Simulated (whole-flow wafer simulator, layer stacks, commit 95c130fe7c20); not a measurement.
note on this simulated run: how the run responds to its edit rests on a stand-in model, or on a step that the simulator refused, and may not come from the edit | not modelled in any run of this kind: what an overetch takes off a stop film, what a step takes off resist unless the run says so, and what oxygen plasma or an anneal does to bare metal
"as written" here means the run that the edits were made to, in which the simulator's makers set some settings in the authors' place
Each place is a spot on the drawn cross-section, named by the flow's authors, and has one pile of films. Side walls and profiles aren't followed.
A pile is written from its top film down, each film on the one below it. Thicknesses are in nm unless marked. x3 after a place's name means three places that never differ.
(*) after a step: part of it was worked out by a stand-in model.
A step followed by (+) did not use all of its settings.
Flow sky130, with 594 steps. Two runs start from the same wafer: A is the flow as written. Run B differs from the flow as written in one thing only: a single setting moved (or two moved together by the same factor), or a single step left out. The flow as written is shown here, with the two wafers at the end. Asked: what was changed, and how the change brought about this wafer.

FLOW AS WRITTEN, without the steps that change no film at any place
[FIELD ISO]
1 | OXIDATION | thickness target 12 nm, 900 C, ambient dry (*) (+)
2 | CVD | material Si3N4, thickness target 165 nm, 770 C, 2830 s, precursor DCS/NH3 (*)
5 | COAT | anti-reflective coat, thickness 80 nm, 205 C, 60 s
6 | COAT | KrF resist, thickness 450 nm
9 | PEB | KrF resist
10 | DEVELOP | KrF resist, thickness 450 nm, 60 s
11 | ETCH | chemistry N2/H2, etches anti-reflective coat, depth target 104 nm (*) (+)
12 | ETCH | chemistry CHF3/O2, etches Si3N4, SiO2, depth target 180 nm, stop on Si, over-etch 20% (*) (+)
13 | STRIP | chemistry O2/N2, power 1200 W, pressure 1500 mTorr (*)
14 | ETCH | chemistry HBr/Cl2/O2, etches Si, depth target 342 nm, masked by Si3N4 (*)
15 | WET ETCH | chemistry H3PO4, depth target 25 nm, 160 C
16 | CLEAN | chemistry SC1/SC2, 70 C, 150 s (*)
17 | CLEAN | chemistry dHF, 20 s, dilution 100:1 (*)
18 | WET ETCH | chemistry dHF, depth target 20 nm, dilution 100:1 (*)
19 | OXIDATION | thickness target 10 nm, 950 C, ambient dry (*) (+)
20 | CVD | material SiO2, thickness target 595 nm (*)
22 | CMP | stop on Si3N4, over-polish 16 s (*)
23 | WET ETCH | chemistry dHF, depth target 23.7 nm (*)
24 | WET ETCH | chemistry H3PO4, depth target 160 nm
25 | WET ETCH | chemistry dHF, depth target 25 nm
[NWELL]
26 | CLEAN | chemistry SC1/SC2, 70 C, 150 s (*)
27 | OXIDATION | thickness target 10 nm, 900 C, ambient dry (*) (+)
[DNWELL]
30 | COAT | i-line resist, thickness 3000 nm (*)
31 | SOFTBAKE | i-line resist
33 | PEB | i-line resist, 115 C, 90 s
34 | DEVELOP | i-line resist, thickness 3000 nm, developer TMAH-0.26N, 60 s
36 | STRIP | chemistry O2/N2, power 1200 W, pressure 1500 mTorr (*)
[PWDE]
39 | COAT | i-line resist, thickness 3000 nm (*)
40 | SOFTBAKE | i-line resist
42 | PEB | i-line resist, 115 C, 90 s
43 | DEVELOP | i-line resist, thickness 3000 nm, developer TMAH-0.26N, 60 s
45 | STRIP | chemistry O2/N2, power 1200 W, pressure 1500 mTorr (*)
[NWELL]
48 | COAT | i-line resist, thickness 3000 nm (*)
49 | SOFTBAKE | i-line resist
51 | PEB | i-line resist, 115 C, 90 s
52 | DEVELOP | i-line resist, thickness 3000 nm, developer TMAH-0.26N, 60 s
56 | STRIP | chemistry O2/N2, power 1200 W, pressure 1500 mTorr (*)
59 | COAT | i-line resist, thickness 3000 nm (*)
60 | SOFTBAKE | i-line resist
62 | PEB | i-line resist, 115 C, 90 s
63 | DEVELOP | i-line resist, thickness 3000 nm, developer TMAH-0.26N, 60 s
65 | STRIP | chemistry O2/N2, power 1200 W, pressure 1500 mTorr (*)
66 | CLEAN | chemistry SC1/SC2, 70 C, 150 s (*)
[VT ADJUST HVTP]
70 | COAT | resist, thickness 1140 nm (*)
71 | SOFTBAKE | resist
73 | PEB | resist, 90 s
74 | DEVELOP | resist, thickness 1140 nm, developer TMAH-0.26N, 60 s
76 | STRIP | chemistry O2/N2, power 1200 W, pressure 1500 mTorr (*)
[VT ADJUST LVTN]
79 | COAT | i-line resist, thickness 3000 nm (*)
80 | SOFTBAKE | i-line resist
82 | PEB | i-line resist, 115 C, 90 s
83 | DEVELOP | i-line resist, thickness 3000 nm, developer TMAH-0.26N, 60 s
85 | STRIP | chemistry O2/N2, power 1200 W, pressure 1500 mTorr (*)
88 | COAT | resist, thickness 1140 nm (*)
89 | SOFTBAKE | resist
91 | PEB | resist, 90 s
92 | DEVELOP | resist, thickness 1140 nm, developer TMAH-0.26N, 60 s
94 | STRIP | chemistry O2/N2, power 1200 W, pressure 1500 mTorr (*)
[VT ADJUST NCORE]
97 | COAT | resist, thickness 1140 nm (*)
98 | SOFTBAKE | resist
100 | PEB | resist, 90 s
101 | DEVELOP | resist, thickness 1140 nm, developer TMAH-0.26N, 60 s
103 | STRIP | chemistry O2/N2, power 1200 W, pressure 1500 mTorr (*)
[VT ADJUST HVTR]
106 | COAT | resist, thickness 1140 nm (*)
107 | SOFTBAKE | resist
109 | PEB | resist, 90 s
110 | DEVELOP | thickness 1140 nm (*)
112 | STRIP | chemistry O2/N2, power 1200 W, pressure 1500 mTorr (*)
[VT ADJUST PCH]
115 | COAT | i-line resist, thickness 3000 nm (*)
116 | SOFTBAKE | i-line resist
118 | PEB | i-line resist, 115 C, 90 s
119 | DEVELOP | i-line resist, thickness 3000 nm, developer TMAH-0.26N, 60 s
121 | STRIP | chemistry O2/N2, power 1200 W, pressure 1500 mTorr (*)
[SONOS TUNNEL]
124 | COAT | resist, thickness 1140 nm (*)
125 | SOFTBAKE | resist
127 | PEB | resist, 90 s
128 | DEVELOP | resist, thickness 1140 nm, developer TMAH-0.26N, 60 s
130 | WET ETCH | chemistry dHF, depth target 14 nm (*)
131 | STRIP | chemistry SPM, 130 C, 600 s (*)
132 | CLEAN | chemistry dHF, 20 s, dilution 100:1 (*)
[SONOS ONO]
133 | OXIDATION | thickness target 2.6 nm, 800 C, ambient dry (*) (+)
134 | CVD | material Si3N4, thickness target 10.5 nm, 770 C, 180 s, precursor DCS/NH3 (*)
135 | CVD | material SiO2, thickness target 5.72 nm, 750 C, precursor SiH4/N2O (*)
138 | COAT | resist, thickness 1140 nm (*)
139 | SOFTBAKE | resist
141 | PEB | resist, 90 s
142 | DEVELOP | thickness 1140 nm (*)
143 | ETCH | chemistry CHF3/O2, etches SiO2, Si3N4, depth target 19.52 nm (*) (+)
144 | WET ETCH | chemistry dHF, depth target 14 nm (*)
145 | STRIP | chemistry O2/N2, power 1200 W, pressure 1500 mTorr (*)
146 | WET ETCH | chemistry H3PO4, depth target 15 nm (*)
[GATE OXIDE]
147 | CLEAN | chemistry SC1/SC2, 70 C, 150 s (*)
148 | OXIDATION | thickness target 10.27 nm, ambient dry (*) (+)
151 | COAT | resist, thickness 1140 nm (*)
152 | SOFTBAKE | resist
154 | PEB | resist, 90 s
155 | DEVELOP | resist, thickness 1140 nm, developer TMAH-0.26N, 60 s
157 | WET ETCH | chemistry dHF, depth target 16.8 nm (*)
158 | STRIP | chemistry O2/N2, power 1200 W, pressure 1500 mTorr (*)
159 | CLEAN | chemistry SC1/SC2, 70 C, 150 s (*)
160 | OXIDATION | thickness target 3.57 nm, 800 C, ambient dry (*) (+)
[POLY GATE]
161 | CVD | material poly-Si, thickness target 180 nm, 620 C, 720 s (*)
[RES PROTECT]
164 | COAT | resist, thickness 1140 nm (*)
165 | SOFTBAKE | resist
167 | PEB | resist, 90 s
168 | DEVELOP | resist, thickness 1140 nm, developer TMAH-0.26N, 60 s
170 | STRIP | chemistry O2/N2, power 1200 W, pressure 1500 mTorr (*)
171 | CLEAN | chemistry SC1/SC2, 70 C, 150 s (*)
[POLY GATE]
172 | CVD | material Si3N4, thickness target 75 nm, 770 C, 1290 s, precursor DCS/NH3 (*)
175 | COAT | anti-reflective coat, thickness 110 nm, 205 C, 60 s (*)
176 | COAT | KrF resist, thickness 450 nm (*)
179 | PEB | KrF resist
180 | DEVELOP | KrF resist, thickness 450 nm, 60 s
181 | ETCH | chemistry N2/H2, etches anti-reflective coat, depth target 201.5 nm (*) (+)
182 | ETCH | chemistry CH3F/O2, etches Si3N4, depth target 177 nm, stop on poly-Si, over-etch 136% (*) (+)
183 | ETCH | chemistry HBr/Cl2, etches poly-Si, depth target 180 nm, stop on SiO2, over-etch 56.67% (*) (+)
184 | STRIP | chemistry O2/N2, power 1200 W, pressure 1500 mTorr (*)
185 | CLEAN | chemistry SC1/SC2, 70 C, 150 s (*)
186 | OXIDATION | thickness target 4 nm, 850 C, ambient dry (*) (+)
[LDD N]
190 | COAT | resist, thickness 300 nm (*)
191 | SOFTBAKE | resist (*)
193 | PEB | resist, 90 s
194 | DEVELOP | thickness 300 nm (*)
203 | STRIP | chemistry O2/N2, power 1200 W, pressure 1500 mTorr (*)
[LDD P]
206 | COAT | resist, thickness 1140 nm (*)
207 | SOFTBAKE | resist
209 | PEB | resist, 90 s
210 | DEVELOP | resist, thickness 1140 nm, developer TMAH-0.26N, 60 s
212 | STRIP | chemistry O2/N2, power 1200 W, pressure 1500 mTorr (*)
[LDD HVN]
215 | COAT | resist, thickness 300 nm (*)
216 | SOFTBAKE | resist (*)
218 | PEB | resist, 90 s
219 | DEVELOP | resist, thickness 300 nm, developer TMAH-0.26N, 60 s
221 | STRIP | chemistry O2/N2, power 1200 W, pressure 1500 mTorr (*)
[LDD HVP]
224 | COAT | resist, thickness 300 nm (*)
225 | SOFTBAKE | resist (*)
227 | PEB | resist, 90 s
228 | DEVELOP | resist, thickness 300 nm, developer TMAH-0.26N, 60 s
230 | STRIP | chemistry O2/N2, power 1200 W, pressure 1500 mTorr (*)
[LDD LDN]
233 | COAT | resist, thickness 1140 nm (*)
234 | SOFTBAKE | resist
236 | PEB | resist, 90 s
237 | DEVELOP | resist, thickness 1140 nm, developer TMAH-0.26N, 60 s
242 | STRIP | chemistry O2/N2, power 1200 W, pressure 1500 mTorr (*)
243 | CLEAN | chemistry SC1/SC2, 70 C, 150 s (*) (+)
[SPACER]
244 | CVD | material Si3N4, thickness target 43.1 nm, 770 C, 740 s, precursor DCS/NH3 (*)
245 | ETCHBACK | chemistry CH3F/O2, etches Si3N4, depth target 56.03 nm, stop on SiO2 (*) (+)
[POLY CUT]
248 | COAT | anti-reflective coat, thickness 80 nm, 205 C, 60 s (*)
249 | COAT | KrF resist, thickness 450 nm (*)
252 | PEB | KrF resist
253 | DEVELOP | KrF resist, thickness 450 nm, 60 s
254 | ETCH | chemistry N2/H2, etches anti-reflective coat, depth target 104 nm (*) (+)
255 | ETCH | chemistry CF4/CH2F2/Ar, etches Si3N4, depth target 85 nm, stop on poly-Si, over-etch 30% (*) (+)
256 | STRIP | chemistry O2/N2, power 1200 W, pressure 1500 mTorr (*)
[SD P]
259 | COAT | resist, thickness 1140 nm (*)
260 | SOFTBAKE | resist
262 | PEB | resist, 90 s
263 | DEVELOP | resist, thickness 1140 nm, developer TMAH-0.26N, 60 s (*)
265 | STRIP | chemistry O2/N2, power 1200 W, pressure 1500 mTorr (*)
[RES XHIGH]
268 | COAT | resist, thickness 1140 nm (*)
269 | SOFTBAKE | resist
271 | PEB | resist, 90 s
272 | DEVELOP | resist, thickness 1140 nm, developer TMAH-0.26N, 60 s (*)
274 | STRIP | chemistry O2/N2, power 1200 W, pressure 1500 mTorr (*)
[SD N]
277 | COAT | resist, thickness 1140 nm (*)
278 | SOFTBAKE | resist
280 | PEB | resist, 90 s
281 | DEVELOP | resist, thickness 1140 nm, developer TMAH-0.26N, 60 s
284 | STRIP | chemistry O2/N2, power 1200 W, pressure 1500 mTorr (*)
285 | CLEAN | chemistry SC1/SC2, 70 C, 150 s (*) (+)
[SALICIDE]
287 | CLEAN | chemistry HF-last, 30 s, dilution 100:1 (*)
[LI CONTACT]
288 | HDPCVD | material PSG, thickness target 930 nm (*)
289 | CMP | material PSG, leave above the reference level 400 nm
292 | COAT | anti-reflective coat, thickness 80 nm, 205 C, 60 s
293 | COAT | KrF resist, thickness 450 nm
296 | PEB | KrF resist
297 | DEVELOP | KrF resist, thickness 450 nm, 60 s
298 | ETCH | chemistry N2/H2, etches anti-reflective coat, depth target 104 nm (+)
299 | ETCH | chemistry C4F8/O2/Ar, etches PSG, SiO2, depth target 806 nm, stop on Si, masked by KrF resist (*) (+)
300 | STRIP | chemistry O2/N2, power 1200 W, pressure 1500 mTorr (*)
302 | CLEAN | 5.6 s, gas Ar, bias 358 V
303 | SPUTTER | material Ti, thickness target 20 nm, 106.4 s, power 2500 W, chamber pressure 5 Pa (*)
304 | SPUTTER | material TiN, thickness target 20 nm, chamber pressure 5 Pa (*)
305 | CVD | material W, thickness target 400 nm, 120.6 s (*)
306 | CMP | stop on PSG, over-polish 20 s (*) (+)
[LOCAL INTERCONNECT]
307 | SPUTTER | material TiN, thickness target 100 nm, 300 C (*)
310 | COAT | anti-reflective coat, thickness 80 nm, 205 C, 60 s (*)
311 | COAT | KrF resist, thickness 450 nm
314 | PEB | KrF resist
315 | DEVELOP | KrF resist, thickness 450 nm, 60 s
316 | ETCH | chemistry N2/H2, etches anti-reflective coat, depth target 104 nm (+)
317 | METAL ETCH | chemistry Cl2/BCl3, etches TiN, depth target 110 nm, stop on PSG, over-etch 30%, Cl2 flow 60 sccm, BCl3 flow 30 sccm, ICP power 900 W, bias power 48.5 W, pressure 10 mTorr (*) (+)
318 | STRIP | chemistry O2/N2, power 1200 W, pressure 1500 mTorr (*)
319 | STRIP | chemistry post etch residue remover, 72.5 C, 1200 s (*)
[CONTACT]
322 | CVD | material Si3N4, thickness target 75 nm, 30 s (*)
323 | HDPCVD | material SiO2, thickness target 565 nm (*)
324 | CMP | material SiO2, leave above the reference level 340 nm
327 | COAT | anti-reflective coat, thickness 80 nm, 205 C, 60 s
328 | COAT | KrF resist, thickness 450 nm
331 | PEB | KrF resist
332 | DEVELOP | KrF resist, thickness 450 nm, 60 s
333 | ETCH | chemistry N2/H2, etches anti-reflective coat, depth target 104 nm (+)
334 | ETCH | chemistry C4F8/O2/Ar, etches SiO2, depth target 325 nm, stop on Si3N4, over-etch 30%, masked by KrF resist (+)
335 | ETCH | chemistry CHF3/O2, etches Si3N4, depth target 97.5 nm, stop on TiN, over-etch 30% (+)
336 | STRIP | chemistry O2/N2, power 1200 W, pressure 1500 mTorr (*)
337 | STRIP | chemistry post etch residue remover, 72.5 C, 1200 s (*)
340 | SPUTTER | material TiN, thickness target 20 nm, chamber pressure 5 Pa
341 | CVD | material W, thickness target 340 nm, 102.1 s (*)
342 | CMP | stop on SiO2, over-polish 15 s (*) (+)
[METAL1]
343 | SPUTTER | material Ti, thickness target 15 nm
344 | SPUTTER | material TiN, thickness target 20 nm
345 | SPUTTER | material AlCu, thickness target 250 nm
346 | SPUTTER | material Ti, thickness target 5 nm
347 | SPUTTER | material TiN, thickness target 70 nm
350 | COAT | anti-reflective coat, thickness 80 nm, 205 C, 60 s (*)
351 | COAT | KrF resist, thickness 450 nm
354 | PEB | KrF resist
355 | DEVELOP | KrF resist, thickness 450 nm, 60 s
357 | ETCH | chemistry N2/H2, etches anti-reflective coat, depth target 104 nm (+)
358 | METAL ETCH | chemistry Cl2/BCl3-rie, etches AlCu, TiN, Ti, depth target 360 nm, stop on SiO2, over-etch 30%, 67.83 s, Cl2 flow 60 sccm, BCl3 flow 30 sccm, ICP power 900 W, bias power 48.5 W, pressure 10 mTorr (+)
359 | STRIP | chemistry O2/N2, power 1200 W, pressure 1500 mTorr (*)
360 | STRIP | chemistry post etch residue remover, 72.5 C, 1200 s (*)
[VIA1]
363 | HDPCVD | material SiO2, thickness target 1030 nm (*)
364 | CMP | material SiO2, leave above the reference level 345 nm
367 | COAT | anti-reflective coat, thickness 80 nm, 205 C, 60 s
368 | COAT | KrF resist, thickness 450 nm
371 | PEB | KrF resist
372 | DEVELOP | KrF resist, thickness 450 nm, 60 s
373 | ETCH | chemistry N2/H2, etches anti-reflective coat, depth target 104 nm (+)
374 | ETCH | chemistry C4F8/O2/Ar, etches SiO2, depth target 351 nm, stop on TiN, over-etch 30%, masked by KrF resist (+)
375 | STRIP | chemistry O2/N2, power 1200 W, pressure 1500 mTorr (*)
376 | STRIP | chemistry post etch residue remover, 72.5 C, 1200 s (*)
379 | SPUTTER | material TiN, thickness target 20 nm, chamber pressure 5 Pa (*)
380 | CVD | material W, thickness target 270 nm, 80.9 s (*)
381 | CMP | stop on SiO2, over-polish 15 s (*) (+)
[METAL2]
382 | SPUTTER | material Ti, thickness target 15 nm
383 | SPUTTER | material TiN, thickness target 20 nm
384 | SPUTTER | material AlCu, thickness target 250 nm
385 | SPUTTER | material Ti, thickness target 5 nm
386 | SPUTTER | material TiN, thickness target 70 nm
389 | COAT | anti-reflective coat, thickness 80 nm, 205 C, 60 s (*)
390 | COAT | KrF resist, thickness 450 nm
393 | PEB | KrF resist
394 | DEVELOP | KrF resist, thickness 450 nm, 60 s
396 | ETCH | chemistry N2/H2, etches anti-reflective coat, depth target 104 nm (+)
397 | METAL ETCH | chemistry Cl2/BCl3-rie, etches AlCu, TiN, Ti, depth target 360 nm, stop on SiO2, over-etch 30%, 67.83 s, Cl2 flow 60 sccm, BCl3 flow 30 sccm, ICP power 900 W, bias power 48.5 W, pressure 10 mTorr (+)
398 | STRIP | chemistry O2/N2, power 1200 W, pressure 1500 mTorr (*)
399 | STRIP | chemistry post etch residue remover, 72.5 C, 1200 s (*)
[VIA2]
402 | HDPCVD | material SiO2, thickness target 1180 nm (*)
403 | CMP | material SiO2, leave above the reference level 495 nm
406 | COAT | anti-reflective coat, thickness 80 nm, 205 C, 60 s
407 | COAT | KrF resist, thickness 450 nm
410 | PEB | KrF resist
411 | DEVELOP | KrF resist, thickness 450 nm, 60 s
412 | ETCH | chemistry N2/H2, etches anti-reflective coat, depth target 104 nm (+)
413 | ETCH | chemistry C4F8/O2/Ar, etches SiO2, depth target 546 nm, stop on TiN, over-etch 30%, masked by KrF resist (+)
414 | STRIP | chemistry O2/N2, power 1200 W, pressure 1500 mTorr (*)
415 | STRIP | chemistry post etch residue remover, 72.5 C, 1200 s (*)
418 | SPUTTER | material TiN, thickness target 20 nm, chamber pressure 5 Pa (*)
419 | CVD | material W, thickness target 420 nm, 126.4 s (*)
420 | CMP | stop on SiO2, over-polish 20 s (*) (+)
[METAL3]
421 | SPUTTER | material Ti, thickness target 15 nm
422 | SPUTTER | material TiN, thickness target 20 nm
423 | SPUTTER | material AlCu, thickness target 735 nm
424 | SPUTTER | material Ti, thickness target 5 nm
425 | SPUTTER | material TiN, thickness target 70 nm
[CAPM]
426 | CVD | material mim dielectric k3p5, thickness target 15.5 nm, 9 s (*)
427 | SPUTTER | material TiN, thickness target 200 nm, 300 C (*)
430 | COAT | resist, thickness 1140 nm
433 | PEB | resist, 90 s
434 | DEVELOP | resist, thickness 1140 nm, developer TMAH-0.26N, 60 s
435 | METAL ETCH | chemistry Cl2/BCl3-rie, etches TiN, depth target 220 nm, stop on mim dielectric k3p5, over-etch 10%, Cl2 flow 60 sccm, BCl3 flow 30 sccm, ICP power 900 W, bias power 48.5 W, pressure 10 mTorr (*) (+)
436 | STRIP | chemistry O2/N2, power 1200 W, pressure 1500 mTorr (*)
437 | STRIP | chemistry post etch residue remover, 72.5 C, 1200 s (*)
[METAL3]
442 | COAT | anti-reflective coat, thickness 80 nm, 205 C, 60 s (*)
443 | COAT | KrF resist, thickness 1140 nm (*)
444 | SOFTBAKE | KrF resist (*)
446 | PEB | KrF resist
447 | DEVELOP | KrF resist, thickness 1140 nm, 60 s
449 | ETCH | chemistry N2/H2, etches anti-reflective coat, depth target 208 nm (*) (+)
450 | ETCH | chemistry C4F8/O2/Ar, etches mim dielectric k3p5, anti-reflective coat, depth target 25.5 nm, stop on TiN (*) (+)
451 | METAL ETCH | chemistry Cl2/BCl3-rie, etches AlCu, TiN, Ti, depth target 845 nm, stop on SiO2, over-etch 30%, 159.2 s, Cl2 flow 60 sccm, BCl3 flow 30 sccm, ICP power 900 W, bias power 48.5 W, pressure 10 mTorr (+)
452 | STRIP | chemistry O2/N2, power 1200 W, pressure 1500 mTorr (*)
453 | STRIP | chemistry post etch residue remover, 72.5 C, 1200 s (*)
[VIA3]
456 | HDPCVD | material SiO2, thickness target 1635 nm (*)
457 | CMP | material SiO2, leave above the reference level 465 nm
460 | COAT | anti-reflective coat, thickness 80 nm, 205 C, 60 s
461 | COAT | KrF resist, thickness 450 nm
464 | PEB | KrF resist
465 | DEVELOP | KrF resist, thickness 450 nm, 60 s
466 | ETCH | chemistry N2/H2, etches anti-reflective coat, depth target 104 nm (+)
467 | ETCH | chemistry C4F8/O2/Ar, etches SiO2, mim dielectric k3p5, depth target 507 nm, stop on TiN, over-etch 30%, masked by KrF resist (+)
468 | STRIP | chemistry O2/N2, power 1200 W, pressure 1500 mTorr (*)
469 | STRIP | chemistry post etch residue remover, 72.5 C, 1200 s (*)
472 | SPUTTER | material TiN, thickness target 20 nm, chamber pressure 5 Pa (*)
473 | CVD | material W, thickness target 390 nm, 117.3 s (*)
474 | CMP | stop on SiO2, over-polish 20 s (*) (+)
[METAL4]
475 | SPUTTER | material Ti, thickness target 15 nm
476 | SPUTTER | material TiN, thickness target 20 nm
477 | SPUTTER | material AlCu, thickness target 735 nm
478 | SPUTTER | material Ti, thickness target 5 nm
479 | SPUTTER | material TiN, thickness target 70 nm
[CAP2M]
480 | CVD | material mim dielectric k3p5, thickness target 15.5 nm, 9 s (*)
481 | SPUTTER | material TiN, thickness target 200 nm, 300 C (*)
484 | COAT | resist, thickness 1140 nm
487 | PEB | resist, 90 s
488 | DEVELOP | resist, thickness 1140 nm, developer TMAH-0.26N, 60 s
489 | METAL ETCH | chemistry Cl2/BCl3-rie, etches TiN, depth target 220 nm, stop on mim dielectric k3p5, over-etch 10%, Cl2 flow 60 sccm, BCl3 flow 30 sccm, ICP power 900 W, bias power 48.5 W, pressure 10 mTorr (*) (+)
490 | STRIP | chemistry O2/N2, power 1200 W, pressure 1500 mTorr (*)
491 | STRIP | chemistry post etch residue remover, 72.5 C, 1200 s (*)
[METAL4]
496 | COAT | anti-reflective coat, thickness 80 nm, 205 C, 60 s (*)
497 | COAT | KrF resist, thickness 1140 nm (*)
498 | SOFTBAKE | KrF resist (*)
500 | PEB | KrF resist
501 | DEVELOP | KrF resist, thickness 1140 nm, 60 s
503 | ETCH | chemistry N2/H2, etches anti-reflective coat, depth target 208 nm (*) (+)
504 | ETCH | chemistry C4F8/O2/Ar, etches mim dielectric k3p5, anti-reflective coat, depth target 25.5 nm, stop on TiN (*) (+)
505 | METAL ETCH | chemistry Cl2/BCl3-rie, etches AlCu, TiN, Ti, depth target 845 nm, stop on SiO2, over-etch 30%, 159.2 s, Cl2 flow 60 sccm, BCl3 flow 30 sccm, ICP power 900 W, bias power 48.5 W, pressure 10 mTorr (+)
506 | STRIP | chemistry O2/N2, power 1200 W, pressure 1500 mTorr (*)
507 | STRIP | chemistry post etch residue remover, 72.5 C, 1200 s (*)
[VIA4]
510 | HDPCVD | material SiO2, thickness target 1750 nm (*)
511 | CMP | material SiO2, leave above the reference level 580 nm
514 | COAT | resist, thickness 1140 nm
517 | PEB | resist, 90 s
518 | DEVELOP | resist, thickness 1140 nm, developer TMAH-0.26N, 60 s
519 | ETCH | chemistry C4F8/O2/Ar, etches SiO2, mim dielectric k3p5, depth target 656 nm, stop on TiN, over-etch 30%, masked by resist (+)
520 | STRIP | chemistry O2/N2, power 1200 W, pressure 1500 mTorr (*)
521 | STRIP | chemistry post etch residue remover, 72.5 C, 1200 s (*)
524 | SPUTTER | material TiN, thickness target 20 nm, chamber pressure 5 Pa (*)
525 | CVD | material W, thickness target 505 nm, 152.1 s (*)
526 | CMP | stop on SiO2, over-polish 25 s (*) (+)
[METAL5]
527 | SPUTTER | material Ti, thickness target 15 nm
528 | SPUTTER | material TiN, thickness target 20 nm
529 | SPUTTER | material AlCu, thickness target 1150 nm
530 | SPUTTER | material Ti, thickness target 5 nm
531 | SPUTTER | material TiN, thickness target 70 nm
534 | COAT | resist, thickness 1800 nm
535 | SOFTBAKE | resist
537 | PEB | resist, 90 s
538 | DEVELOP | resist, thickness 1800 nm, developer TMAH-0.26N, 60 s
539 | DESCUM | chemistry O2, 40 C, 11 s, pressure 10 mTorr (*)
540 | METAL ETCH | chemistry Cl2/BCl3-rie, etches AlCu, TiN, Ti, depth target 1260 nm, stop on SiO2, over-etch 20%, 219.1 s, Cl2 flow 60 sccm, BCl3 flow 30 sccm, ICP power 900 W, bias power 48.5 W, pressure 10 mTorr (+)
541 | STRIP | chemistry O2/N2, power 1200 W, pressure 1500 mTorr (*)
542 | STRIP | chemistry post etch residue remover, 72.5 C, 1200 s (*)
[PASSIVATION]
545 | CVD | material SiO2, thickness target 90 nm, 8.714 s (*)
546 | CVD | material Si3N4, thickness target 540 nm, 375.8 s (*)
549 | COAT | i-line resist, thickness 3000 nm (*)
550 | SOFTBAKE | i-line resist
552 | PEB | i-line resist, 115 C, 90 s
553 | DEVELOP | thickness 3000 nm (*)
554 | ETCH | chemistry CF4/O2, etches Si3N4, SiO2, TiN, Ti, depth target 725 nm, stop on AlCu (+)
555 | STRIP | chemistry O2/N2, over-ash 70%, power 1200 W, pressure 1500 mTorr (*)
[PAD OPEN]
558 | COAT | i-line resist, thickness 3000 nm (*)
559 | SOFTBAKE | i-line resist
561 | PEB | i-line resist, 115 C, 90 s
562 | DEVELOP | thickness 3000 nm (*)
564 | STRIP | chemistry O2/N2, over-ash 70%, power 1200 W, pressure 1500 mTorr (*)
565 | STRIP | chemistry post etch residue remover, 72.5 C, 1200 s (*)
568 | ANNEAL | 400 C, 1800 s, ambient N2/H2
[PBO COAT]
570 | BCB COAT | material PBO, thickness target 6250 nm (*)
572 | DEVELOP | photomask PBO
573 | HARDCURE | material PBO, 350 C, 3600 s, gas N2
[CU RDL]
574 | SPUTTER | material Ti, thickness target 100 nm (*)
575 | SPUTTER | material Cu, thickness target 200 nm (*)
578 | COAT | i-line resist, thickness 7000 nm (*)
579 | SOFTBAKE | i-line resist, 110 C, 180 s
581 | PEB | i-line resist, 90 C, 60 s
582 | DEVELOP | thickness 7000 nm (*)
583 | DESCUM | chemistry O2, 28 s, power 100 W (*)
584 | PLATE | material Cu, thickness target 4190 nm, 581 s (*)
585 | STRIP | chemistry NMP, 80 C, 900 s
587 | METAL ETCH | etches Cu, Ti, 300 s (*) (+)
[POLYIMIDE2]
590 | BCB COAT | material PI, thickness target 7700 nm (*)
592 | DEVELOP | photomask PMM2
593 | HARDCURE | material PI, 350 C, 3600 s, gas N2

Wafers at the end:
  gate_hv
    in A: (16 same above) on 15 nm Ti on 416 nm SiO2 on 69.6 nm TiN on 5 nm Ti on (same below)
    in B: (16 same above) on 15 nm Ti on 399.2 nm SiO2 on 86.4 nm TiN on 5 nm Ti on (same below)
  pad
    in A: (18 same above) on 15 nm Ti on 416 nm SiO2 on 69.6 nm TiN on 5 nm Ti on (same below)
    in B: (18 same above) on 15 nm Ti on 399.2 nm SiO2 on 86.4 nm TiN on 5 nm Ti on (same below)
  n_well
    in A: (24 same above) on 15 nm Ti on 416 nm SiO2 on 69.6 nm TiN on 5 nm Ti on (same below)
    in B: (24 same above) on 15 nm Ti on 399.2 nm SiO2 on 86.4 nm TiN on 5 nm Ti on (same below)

Cause: step 386, SPUTTER: thickness target 86.8 nm was run, though the flow has thickness target 70 nm.

How this came from the change, step by step:
  386 | SPUTTER | material TiN, thickness target 70 nm
      field, active, n_well and 188 more: A TiN gains 70 (new film) | B TiN gains 86.8 (new film)
  397 | METAL ETCH | chemistry Cl2/BCl3-rie, etches AlCu, TiN, Ti, depth target 360 nm, stop on SiO2, over-etch 30%, 67.83 s, Cl2 flow 60 sccm, BCl3 flow 30 sccm, ICP power 900 W, bias power 48.5 W, pressure 10 mTorr (+)
      field, active, gate and 82 more: A TiN loses 68.7 (all of it), Ti loses 5 (all of it), AlCu loses 250 (all of it), TiN loses 20 (all of it), Ti loses 15 (all of it), SiO2 loses 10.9 | B TiN loses 85.5 (all of it), Ti loses 5 (all of it), AlCu loses 250 (all of it), TiN loses 20 (all of it), Ti loses 15 (all of it), SiO2 loses 9.25
  403 | CMP | material SiO2, leave above the reference level 495 nm
      n_well, p_well, gate_hv and 101 more: A SiO2 loses 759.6 | B SiO2 loses 776.4
      m1, via1_hole: A SiO2 loses 759.1 | B SiO2 loses 775.9
  413 | ETCH | chemistry C4F8/O2/Ar, etches SiO2, depth target 546 nm, stop on TiN, over-etch 30%, masked by KrF resist (+)
      field, active, n_well and 186 more: A KrF resist loses 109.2 | B KrF resist loses 104.9
      m1: A SiO2 loses 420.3 (all of it) | B SiO2 loses 403.5 (all of it)
      (as well as at 1 more place)
